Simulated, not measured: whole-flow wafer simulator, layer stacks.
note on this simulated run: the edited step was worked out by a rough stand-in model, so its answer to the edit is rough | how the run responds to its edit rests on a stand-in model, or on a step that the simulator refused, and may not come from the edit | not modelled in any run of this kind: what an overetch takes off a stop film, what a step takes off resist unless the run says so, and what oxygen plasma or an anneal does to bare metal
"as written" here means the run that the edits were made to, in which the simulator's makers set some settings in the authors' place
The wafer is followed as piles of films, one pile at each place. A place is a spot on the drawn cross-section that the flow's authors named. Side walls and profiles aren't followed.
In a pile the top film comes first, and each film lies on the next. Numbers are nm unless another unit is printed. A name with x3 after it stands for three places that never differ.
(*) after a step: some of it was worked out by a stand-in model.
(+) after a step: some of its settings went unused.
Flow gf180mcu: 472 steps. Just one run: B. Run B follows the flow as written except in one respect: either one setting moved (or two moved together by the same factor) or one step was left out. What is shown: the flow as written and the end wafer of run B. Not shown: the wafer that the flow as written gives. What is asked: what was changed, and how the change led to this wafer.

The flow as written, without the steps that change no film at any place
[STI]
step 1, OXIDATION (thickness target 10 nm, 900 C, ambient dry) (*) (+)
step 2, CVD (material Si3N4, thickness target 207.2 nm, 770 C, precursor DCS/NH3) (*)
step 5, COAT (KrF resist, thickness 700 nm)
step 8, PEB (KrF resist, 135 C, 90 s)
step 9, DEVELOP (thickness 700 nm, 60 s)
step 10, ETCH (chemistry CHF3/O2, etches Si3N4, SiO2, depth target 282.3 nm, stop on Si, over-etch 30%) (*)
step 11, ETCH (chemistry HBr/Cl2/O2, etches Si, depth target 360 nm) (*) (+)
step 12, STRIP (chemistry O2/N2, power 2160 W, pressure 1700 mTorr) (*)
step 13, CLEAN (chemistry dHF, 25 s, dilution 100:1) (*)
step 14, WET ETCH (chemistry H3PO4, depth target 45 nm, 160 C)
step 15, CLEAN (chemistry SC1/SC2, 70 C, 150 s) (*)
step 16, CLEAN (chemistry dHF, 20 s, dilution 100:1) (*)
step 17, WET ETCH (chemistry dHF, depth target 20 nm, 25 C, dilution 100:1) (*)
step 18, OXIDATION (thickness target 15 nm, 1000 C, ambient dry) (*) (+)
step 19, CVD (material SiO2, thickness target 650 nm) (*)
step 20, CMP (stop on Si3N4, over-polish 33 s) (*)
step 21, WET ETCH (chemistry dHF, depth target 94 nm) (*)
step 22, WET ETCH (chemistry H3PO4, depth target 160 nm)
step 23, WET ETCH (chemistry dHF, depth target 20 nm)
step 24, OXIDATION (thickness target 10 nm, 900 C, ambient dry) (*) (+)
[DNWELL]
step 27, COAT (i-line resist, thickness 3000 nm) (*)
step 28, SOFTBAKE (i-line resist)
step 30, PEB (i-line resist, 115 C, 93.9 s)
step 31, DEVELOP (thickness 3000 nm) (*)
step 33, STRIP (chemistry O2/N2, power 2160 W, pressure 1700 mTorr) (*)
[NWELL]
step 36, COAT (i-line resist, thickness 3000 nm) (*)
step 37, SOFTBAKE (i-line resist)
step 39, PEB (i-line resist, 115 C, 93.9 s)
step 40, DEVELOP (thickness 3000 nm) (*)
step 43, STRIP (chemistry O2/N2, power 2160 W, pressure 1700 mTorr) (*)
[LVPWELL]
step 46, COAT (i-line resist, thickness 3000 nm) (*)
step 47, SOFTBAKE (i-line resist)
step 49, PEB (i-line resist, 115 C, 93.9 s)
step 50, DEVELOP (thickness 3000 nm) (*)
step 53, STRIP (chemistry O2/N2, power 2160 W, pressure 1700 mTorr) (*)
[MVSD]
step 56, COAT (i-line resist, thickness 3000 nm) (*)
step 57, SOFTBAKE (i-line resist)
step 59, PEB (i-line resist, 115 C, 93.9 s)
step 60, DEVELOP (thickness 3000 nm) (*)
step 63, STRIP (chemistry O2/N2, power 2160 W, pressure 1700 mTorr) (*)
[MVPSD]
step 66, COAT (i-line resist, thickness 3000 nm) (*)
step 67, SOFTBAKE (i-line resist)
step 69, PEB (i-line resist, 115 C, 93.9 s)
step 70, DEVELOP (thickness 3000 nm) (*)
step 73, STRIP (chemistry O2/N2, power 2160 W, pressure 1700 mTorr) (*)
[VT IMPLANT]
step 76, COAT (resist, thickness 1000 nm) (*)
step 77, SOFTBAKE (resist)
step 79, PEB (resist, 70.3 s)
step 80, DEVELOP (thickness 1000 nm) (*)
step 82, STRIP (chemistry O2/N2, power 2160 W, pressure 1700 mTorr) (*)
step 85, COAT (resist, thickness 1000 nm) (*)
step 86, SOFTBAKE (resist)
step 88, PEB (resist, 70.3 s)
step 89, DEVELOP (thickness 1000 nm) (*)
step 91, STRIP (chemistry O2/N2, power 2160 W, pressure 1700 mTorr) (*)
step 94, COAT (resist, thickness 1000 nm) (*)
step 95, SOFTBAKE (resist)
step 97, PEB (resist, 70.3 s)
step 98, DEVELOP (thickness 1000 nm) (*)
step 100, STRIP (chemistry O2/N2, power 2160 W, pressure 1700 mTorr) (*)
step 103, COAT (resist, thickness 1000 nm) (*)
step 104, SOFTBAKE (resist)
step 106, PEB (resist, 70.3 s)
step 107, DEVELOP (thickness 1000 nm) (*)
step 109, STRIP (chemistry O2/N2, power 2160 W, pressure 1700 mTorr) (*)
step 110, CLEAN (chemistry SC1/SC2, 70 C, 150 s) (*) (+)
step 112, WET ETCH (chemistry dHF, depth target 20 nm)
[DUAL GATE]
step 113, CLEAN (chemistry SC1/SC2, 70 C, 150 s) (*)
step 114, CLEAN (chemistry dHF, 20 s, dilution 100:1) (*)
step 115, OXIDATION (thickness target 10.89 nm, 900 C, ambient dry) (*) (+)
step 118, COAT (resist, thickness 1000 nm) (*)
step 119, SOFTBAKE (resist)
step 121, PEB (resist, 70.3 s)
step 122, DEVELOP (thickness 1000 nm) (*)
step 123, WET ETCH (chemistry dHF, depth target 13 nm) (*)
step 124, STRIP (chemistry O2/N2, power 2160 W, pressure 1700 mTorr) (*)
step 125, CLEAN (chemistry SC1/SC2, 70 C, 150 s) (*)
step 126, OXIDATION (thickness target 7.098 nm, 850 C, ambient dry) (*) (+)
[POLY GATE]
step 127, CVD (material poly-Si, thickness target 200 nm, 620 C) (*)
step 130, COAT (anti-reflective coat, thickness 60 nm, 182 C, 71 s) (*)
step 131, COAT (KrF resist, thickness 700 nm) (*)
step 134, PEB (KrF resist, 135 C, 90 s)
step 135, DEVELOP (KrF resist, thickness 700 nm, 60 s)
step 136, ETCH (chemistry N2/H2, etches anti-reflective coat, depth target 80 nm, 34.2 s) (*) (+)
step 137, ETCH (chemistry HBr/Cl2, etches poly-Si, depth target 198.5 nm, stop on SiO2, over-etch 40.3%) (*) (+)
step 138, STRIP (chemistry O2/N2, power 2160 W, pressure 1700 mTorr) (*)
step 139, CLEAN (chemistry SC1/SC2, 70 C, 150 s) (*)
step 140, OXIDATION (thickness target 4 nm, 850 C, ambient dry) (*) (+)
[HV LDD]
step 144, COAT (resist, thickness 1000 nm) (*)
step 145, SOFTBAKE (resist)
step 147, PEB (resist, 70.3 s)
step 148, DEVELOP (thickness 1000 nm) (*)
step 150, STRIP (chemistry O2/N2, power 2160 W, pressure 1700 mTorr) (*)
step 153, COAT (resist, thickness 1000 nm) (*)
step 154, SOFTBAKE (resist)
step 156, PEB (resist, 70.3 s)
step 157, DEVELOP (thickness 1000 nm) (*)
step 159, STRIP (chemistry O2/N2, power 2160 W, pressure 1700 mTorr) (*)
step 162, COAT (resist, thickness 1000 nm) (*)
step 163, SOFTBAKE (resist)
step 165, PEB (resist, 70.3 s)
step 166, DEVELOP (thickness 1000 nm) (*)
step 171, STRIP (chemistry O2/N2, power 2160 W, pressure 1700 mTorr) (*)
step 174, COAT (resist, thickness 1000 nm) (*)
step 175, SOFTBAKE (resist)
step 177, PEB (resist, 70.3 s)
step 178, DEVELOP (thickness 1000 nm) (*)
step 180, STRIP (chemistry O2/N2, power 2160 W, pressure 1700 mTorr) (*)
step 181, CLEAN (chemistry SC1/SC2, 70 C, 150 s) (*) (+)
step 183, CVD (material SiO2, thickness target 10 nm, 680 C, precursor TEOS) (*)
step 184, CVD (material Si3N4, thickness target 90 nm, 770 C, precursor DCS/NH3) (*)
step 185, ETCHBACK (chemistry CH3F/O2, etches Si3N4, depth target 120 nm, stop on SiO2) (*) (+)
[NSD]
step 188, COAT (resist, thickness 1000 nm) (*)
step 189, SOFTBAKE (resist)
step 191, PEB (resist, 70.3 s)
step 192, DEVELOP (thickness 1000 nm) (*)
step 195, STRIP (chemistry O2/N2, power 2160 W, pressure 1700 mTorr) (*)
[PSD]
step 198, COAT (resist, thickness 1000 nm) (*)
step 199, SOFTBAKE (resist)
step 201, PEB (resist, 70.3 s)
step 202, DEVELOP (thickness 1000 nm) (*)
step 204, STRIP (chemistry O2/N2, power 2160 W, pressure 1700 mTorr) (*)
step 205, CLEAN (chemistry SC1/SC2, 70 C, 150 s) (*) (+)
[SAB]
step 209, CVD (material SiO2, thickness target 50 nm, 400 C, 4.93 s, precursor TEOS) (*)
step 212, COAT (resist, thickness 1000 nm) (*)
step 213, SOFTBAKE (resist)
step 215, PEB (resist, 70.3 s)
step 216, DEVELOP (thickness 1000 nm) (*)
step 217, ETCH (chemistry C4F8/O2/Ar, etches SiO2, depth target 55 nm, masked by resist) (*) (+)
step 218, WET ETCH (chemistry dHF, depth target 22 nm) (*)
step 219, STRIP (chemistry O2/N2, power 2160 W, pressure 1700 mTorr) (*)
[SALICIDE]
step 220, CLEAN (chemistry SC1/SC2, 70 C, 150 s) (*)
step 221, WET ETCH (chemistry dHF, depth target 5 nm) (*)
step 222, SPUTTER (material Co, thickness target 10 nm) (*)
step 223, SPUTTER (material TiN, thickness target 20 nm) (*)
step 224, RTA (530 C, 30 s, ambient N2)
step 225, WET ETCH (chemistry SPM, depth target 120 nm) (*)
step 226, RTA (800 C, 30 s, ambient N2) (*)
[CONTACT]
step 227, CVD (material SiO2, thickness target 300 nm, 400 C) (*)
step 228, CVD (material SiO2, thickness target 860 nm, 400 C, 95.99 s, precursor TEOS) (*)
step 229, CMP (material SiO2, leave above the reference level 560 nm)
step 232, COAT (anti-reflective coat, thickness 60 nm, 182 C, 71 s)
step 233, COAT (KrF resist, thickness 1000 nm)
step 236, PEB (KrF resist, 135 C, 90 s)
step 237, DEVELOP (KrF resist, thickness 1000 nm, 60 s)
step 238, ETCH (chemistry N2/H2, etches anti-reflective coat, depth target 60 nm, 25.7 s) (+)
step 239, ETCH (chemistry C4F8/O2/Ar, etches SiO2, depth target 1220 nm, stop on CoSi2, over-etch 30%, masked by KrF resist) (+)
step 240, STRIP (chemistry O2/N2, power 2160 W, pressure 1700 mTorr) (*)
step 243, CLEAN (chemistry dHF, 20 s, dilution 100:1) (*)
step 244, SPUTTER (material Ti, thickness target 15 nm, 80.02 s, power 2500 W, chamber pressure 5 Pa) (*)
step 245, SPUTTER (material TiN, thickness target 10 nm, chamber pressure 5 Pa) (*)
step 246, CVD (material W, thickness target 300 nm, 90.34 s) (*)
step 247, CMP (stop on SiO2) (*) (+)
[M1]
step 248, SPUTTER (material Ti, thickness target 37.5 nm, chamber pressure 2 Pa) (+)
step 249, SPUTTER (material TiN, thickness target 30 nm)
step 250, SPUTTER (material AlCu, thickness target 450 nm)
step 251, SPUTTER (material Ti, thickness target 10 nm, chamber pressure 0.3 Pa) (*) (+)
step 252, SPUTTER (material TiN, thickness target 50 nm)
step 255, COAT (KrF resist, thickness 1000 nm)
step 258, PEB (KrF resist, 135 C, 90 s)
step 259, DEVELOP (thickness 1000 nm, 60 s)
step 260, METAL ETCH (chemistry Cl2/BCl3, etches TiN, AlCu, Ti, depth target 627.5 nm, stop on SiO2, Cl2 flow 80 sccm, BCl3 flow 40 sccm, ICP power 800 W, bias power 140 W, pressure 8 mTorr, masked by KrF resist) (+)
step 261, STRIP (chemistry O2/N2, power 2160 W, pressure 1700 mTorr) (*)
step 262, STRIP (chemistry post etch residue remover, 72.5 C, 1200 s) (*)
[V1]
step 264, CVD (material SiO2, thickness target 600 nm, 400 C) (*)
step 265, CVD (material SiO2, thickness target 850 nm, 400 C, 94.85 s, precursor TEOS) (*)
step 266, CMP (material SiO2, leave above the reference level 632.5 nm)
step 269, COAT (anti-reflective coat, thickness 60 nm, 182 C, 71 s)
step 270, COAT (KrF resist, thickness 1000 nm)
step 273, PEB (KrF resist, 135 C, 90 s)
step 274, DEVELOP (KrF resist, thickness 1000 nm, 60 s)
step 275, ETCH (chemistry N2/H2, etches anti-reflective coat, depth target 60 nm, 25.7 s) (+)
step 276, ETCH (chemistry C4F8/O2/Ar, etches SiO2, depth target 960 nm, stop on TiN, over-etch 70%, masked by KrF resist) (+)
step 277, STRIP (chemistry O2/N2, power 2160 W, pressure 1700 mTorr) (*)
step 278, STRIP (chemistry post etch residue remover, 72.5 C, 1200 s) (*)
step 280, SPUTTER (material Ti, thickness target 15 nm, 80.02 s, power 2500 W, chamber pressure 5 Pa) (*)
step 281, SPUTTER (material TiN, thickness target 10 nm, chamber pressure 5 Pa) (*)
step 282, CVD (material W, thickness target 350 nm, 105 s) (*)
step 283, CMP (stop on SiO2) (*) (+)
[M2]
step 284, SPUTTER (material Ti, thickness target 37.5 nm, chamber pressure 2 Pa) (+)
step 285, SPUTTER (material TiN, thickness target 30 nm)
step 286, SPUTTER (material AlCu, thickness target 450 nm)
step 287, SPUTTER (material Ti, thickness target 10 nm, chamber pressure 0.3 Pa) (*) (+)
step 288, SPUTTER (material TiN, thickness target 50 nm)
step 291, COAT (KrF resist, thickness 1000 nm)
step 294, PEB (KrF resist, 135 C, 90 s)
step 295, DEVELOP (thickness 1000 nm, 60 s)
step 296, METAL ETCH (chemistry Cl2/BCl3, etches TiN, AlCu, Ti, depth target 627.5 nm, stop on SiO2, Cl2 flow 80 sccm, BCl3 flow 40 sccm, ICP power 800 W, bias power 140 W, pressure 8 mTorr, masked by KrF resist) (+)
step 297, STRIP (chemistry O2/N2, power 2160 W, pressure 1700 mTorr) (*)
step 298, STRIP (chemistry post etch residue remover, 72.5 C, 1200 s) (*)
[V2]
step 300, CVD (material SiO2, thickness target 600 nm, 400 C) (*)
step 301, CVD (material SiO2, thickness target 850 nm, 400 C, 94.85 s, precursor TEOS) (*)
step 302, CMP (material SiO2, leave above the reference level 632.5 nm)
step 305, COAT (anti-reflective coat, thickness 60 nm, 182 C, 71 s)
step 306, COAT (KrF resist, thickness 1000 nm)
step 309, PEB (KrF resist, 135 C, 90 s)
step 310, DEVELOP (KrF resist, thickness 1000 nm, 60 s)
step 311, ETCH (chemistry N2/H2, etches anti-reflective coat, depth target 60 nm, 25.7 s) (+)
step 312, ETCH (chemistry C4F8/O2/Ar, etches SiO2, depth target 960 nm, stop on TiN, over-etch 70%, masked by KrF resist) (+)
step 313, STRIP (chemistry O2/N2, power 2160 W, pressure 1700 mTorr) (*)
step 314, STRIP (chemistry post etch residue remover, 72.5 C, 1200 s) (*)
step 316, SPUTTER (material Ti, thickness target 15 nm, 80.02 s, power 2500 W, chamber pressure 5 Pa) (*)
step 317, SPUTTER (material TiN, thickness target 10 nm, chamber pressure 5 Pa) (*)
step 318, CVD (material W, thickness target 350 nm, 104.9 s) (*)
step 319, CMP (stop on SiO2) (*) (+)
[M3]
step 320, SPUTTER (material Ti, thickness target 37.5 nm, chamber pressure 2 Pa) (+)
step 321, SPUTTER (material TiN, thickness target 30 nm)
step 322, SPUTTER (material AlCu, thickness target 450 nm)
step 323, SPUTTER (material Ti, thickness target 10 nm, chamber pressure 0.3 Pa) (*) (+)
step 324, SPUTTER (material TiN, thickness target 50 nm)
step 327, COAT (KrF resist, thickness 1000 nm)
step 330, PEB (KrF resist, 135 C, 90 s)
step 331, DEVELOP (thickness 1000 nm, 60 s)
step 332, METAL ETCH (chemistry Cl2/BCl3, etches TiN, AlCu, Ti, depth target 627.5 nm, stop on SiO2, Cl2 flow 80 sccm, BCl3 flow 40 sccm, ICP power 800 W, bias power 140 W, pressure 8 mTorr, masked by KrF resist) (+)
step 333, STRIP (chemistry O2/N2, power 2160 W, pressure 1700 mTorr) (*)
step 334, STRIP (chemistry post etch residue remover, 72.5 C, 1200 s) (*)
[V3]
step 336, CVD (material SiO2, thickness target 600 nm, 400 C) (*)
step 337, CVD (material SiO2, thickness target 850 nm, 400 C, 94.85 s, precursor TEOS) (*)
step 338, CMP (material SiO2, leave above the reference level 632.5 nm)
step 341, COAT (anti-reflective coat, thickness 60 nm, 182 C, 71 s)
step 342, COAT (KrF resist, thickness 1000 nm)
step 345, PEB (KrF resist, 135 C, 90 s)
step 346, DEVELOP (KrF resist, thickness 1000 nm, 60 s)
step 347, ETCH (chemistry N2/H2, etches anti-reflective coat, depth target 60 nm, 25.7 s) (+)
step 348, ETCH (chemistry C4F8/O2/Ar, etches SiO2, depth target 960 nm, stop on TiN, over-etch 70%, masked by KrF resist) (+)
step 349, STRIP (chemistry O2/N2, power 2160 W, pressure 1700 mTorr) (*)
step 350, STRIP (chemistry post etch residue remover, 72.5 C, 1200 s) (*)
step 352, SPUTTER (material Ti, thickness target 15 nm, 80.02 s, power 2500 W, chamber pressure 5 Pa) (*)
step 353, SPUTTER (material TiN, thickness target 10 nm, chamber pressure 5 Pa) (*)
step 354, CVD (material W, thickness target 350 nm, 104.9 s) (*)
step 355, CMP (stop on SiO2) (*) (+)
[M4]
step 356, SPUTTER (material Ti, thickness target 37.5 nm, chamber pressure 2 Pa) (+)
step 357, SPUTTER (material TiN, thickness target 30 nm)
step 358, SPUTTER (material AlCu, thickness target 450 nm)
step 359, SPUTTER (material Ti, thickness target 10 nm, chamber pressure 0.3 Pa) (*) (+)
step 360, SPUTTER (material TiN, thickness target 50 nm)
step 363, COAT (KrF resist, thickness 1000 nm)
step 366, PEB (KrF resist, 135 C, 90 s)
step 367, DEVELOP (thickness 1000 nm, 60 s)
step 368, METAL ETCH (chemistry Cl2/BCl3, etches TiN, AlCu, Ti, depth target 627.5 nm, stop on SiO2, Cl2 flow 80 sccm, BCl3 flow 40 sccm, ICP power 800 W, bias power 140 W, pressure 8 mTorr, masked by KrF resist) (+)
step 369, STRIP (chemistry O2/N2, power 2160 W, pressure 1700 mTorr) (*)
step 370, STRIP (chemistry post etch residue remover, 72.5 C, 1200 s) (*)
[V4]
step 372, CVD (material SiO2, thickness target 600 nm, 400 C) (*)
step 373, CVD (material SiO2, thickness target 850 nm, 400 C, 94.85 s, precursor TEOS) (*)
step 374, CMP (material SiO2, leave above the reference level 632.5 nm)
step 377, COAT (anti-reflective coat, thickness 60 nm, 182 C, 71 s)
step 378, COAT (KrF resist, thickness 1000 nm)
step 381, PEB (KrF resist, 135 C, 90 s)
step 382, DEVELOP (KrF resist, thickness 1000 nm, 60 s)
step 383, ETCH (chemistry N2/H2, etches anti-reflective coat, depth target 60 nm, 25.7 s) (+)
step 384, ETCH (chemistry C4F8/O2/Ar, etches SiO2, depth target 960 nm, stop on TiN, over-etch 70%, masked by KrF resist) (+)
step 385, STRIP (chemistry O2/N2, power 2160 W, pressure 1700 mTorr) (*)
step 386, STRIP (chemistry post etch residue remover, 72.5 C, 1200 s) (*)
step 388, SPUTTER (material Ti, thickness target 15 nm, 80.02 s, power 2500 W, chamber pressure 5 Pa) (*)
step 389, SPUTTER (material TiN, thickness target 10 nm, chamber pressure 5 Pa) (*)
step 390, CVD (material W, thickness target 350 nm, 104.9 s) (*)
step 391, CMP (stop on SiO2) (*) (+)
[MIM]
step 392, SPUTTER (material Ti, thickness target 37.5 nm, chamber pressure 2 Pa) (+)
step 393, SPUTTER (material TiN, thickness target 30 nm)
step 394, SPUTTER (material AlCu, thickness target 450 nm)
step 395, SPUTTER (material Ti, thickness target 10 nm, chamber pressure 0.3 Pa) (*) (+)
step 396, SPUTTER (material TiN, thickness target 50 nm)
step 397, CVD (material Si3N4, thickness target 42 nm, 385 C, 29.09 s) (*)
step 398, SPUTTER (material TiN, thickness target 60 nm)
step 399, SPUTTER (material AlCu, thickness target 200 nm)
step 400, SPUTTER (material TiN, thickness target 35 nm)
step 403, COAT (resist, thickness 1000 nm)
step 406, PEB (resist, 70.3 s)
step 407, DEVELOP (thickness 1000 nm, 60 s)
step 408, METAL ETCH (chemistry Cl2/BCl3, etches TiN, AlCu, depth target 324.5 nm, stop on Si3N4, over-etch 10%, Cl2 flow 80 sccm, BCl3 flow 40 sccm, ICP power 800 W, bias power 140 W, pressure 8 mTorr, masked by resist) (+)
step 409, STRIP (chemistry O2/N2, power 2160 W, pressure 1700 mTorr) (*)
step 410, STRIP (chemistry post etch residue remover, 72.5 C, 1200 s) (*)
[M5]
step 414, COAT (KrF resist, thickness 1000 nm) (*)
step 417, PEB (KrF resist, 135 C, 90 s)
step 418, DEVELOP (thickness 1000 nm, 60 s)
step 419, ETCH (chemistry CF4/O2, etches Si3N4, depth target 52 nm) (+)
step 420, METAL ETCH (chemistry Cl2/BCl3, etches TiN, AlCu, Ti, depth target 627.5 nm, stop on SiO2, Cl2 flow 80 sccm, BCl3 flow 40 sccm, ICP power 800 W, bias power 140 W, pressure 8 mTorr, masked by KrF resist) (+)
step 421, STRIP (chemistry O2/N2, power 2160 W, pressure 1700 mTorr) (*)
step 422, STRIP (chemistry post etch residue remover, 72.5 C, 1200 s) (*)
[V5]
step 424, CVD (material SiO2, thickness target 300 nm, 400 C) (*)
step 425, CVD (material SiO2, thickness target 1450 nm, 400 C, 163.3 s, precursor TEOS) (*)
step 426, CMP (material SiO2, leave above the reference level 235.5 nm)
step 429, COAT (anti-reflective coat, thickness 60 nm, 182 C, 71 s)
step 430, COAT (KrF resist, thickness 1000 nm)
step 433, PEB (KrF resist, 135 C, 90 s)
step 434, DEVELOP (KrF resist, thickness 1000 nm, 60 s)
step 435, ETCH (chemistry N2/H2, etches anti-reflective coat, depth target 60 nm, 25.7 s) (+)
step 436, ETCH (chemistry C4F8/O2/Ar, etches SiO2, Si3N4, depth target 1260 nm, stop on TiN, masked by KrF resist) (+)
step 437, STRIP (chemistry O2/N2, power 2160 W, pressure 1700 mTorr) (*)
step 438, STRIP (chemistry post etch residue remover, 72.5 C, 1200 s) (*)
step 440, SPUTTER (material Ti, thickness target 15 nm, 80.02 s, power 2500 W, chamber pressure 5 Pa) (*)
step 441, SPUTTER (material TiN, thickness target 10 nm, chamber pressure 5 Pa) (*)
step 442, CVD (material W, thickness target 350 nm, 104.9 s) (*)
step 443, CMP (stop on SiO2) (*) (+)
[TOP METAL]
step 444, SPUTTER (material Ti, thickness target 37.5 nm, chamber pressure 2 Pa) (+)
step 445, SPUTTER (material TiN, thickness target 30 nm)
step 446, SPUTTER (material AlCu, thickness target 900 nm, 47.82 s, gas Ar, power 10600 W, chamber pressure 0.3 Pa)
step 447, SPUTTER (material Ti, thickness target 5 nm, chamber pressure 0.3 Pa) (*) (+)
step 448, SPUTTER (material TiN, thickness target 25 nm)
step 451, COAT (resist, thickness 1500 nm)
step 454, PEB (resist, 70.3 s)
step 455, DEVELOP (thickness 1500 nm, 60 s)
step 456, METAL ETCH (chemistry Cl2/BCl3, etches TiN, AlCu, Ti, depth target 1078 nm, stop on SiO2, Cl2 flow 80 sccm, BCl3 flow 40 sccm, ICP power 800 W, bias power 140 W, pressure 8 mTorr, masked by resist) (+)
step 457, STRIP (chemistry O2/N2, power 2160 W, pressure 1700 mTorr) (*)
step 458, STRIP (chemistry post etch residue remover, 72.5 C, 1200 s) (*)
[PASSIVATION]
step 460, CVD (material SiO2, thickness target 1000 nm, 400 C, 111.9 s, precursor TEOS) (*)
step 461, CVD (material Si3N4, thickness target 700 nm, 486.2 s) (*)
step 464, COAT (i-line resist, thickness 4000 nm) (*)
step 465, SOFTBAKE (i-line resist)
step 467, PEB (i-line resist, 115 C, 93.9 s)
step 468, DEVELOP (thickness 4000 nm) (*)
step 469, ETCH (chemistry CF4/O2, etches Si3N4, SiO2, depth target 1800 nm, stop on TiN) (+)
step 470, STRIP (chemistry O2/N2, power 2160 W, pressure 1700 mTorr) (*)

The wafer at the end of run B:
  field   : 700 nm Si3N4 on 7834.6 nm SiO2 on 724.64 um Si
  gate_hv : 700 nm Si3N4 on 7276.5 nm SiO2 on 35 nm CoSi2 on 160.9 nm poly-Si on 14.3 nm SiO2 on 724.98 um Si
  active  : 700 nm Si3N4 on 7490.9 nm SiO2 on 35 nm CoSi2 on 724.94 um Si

What caused this: step 460, CVD: thickness target 600 nm was run, though the flow has thickness target 1000 nm; step 460, CVD: 67.17 s was run, where the flow has 111.9 s.

How this came from the change, step by step:
  step 460, CVD (material SiO2, thickness target 1000 nm, 400 C, 111.9 s, precursor TEOS) (*)
      field, field__w1, field__w2 and 103 more: SiO2 gains 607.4 (as written it would have been: SiO2 gains 1000)
      field__w8, contact, m1, m1__w1, pad, m1_nw: SiO2 gains 607.4 (new film) (as written it would have been: SiO2 gains 1000 (new film))
  step 465, SOFTBAKE (i-line resist)
      gate: i-line resist loses 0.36 (as written it would have been: i-line resist gains 1.79)
      ld_acc_p, ld_fp_p, ld_drift_p: i-line resist gains 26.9 (as written it would have been: i-line resist gains 33.8)
      (and at 57 other places as well)
  step 469, ETCH (chemistry CF4/O2, etches Si3N4, SiO2, depth target 1800 nm, stop on TiN) (+)
      pad: Si3N4 loses 700 (all of it), SiO2 loses 607.4 (all of it) (as written it would have been: Si3N4 loses 700 (all of it), SiO2 loses 1000 (all of it))
